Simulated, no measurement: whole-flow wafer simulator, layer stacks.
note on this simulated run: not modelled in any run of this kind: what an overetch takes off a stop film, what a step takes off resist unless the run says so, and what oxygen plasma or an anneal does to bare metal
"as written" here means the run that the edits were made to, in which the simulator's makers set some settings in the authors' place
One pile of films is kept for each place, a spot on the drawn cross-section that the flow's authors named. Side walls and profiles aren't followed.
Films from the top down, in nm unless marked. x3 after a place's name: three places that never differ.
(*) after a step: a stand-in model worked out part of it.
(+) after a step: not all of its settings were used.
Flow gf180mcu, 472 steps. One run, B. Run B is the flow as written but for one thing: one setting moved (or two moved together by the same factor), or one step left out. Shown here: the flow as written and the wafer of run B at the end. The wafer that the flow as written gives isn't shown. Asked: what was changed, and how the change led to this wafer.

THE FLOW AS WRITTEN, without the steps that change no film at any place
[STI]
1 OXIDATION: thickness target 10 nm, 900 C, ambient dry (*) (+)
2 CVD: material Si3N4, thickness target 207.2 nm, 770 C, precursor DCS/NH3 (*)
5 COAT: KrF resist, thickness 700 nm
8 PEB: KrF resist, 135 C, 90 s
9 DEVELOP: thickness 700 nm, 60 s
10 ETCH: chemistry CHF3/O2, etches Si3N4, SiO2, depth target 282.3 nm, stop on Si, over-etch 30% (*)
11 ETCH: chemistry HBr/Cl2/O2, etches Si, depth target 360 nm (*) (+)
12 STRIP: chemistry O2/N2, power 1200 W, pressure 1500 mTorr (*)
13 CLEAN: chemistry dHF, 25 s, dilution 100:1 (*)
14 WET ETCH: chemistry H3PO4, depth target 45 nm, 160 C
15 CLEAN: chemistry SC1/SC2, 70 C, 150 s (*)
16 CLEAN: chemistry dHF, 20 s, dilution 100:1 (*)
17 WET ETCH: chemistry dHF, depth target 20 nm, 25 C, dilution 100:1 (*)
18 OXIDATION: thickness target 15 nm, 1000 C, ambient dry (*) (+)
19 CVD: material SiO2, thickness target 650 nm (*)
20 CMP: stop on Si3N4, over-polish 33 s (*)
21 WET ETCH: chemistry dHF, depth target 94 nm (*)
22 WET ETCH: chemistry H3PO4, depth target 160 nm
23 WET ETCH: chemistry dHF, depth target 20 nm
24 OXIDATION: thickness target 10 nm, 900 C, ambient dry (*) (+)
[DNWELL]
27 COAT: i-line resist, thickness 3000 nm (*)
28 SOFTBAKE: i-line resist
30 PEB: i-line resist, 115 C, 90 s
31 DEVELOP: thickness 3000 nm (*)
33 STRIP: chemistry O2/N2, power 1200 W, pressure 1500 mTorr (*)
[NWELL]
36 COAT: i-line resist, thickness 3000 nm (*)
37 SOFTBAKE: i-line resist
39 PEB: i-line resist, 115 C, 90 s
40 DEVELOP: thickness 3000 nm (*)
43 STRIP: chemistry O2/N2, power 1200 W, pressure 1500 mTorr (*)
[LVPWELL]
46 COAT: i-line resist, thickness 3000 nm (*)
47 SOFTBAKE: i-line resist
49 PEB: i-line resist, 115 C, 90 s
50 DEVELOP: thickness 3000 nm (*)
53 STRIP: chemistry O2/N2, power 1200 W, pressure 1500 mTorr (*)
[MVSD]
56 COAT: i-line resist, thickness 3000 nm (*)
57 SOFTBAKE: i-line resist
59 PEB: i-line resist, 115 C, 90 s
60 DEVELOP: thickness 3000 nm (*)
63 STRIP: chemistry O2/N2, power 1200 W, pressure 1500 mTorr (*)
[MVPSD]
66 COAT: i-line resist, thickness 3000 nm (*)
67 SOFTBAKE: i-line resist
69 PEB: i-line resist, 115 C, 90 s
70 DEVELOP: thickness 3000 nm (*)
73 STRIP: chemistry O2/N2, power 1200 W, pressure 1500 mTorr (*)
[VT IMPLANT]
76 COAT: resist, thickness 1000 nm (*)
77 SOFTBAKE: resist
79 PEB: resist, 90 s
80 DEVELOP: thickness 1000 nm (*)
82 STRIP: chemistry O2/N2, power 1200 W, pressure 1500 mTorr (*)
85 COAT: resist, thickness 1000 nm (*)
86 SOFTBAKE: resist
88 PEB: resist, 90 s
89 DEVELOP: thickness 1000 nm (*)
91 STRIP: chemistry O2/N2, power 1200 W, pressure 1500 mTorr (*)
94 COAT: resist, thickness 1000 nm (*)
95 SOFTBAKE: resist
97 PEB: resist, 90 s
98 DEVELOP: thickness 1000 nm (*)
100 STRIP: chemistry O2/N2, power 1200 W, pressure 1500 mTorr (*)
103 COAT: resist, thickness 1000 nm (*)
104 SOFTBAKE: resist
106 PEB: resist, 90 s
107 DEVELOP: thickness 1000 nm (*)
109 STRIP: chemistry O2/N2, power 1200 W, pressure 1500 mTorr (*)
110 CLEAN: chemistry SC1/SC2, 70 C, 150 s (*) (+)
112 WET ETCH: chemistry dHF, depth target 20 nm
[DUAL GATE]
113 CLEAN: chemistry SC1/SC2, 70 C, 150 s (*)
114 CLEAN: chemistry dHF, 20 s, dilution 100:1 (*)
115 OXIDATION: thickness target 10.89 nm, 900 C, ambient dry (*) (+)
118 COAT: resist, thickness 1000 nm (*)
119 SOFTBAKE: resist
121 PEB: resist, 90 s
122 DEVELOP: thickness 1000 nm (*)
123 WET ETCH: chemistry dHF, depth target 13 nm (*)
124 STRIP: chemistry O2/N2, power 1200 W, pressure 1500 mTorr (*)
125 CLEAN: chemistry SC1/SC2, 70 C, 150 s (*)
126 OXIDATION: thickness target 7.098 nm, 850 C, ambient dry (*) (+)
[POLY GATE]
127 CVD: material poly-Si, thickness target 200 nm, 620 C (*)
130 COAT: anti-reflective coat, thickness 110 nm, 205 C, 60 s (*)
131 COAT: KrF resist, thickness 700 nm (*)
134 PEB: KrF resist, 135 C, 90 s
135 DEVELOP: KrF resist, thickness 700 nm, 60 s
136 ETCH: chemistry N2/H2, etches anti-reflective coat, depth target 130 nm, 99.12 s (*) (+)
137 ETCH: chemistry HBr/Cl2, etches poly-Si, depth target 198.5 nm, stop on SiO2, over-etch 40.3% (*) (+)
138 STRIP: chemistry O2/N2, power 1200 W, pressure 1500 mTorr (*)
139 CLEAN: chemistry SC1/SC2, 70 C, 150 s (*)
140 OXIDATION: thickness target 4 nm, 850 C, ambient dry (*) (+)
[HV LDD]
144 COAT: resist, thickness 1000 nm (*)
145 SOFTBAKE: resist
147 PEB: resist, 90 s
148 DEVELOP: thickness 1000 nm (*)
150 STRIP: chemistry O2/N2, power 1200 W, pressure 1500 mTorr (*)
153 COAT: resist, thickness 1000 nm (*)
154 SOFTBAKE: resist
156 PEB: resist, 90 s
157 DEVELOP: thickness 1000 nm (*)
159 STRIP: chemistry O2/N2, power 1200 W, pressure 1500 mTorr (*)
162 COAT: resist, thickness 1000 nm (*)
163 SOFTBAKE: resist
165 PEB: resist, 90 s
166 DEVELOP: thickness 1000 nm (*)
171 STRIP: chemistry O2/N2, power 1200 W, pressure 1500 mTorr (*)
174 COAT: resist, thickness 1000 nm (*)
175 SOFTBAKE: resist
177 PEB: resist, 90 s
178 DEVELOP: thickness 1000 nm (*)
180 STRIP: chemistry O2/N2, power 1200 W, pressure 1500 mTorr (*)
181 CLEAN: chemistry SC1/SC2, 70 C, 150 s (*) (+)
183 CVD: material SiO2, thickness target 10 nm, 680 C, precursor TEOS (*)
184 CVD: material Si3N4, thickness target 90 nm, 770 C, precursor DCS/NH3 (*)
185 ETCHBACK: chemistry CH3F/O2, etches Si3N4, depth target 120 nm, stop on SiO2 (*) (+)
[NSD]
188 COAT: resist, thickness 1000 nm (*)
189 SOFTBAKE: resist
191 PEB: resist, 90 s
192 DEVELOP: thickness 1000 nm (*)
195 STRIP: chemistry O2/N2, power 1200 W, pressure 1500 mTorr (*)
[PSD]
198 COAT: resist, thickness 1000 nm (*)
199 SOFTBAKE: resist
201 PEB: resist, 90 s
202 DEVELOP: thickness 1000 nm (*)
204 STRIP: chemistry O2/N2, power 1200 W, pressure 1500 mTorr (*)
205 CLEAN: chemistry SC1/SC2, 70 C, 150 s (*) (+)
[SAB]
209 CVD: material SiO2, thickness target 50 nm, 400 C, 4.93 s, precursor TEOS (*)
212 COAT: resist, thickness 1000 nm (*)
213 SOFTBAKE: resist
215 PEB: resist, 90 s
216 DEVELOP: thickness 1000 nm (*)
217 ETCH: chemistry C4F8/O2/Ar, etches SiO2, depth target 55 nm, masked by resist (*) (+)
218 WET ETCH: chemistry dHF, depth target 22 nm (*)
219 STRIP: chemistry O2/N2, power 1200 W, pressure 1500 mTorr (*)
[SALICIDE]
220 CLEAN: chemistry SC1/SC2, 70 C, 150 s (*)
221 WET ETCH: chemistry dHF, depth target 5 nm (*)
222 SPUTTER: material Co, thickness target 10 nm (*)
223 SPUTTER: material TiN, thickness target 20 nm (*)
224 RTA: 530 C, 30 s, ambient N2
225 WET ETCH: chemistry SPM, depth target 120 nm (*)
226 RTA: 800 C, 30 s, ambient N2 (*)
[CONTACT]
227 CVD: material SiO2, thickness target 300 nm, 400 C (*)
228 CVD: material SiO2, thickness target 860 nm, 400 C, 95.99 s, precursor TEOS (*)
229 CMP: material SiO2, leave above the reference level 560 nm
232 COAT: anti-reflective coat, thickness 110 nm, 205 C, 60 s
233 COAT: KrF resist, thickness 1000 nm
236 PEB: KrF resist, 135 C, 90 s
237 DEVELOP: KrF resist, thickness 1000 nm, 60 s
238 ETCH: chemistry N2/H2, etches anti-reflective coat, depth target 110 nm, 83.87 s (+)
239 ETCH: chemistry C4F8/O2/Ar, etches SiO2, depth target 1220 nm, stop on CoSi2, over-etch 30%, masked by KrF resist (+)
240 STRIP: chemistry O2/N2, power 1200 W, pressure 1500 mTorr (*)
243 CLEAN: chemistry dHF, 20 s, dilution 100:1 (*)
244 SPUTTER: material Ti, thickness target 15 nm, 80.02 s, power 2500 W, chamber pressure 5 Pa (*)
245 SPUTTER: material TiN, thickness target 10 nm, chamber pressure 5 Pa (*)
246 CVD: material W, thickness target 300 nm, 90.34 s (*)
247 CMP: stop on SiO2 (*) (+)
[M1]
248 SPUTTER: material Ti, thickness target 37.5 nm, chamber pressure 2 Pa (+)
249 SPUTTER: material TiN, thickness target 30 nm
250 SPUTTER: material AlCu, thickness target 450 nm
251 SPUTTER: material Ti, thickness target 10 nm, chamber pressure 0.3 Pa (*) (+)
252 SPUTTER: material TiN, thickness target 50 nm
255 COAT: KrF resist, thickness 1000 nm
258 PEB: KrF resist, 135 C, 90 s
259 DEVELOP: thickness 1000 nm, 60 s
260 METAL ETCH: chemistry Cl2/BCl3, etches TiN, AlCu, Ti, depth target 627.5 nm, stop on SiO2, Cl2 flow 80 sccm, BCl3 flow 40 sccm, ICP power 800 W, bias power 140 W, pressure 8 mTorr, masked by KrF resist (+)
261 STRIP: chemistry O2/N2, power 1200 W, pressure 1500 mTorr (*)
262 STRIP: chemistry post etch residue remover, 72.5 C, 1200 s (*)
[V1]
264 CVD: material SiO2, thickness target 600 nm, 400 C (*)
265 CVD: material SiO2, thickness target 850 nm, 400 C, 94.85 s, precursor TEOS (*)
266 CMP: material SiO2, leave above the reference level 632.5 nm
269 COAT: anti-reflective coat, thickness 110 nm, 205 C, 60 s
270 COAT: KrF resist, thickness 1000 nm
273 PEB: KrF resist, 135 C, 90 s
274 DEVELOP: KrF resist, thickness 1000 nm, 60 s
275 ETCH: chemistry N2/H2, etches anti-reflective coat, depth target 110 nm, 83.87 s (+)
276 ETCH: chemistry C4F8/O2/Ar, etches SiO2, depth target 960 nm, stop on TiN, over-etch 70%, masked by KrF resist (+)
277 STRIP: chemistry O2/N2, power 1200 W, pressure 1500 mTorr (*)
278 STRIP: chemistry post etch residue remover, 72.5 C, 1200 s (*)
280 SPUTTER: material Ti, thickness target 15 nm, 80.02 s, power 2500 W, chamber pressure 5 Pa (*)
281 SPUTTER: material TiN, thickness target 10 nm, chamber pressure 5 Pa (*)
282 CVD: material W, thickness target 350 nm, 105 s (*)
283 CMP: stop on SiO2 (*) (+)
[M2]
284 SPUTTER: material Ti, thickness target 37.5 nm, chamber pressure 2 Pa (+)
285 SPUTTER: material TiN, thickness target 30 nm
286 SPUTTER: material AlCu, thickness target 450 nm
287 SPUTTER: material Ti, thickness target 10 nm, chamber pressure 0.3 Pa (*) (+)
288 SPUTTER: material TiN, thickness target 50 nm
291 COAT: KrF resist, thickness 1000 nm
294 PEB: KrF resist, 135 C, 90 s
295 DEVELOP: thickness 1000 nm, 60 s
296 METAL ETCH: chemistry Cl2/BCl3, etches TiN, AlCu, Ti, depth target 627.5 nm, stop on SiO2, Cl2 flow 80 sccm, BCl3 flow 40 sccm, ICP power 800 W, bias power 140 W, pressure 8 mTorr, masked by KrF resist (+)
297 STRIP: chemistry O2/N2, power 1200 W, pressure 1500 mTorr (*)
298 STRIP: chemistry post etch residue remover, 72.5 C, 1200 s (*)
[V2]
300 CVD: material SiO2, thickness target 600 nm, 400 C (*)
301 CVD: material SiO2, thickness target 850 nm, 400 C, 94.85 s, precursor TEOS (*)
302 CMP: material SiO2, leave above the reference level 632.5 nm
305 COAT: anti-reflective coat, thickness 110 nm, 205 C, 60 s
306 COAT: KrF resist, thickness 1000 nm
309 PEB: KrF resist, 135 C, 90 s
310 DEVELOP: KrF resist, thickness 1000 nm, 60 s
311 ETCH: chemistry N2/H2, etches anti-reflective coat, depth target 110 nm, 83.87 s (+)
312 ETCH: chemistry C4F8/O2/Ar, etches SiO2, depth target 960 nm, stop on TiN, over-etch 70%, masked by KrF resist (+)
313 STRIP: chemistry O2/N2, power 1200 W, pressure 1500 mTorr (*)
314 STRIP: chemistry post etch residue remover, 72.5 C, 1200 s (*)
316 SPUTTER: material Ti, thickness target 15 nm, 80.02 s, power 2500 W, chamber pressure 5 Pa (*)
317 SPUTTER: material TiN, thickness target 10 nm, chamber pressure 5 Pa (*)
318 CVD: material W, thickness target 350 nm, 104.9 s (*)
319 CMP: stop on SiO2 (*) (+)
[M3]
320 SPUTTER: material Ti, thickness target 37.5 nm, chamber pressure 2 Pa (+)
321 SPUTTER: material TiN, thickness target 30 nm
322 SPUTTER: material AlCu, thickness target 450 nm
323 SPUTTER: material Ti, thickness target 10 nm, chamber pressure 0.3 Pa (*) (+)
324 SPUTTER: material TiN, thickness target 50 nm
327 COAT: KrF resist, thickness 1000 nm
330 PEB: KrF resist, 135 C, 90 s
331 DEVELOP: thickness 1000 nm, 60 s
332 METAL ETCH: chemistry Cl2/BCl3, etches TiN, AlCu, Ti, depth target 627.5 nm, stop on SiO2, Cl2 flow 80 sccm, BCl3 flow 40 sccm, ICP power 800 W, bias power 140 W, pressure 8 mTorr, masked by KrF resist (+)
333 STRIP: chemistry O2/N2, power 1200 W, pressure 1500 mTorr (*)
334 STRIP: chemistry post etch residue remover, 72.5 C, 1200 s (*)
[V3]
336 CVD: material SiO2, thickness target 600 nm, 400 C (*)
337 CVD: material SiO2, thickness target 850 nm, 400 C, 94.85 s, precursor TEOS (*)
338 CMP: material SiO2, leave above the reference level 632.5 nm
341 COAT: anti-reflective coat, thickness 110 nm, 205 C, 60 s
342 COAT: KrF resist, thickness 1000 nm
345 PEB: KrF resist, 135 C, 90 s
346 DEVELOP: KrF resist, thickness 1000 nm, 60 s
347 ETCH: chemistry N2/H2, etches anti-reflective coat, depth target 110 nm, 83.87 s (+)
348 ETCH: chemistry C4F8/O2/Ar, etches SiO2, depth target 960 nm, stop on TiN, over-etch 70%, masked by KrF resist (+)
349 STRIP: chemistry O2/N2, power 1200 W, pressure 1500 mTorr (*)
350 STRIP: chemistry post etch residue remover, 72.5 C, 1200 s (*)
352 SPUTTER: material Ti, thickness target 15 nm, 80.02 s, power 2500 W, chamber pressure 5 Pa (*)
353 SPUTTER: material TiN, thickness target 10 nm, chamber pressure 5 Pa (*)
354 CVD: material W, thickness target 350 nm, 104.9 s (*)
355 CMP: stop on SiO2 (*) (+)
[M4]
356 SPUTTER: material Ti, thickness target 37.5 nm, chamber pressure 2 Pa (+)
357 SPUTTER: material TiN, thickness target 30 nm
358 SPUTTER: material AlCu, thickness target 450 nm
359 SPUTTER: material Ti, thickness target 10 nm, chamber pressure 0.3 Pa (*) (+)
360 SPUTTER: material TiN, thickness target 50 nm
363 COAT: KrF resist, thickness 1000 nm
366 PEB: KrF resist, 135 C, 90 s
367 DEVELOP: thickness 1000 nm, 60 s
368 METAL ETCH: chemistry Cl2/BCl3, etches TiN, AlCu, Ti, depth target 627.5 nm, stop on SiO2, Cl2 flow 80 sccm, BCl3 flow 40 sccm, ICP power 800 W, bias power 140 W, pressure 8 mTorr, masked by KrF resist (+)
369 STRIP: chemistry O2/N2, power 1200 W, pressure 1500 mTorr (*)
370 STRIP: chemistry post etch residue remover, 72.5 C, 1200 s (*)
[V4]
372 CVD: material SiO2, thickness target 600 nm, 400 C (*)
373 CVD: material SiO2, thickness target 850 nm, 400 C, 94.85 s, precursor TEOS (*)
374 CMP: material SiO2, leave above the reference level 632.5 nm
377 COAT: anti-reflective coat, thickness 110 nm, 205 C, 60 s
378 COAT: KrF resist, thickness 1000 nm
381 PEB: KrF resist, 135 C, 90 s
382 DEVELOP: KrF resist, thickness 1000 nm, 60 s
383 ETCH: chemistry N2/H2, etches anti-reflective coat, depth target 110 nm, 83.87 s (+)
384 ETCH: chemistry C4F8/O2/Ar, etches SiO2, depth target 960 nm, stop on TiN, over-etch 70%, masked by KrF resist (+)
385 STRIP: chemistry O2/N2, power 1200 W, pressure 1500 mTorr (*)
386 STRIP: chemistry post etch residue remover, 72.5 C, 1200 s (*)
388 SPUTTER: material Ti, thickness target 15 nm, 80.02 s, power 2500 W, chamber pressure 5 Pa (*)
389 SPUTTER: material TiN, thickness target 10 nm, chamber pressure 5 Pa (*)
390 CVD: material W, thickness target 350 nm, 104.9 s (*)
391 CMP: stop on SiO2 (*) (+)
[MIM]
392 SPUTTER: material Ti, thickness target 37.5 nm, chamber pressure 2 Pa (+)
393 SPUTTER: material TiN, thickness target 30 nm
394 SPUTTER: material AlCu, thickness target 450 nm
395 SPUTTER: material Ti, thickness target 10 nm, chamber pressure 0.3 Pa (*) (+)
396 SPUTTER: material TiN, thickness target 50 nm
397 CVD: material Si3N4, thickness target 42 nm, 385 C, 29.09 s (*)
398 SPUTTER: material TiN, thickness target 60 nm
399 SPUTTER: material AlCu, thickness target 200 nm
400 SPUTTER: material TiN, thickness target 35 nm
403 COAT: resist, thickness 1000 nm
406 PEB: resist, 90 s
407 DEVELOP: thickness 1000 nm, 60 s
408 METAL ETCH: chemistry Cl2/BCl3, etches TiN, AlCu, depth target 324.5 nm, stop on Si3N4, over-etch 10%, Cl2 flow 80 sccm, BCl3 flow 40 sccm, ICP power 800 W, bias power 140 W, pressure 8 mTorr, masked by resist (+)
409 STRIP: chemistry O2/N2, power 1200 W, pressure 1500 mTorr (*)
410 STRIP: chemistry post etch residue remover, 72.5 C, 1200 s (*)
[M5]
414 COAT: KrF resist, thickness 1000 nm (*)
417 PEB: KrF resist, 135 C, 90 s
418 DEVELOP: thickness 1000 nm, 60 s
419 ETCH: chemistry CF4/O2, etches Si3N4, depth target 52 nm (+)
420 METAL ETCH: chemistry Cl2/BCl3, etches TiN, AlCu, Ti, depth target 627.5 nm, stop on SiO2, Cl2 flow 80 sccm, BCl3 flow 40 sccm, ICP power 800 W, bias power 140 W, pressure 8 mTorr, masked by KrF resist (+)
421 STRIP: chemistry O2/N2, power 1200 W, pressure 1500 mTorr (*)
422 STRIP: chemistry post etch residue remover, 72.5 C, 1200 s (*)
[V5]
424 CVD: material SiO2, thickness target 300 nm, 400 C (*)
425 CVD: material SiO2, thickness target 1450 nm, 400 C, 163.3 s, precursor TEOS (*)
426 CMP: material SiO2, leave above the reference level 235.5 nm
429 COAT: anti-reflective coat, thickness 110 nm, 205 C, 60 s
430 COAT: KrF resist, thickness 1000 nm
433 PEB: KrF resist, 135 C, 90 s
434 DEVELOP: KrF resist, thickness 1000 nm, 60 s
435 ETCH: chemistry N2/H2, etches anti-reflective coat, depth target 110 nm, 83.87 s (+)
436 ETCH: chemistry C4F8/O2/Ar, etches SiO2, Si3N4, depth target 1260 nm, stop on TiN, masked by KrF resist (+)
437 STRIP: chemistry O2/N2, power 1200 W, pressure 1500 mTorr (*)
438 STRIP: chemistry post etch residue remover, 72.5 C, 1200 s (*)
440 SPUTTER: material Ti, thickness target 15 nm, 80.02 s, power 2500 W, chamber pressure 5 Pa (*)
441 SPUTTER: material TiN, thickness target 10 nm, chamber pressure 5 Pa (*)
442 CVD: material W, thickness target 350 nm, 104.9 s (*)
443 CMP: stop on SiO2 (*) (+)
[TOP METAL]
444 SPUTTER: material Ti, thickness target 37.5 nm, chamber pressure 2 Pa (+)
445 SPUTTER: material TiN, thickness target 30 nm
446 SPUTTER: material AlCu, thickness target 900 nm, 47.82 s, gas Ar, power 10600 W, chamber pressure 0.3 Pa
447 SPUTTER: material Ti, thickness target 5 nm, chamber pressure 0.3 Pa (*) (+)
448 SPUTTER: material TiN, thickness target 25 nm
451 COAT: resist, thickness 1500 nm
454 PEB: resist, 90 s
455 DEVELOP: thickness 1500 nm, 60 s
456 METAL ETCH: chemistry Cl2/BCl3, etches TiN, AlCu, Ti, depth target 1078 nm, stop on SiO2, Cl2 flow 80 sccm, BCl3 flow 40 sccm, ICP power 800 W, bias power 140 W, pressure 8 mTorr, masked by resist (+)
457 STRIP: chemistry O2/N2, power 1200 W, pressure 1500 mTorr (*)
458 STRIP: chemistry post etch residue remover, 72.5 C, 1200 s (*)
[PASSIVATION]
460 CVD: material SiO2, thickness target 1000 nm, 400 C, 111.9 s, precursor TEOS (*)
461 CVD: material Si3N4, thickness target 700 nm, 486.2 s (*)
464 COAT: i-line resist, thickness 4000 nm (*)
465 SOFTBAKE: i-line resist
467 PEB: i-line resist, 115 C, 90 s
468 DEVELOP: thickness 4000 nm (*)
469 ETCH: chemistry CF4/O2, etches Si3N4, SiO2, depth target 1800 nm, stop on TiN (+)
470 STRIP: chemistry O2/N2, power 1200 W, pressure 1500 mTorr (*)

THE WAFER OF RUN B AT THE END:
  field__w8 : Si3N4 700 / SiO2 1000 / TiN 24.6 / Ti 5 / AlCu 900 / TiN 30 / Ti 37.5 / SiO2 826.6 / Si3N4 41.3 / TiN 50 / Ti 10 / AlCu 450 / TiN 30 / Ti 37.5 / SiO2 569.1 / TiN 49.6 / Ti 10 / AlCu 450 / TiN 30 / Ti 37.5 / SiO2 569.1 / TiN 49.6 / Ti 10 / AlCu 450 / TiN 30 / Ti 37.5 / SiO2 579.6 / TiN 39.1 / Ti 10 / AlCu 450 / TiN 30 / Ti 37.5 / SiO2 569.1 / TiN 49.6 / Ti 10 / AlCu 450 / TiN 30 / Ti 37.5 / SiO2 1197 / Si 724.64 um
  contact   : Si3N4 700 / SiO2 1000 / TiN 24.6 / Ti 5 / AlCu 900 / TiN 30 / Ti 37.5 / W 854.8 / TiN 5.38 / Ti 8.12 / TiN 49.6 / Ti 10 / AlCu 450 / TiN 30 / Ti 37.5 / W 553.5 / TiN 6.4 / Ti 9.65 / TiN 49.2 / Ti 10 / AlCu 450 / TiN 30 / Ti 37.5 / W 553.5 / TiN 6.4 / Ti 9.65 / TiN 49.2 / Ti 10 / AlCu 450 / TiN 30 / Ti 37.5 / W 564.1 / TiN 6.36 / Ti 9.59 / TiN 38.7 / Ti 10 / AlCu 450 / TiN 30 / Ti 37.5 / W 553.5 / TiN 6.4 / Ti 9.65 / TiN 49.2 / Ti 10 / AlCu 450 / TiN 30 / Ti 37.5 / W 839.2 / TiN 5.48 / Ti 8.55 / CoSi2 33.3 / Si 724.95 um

The cause: step 288, SPUTTER: thickness target 39.5 nm was run, where the flow has thickness target 50 nm.

How the change led to this, step by step:
  288 SPUTTER: material TiN, thickness target 50 nm
      field, field__w1, field__w2 and 108 more: TiN +39.5 (new film) (as written it would be: TiN +50 (new film))
  296 METAL ETCH: chemistry Cl2/BCl3, etches TiN, AlCu, Ti, depth target 627.5 nm, stop on SiO2, Cl2 flow 80 sccm, BCl3 flow 40 sccm, ICP power 800 W, bias power 140 W, pressure 8 mTorr, masked by KrF resist (+)
      field, field__w1, field__w2 and 103 more: TiN -39.5 (all of it), Ti -10 (all of it), AlCu -450 (all of it), TiN -30 (all of it), Ti -37.5 (all of it) (as written it would be: TiN -50 (all of it), Ti -10 (all of it), AlCu -450 (all of it), TiN -30 (all of it), Ti -37.5 (all of it))
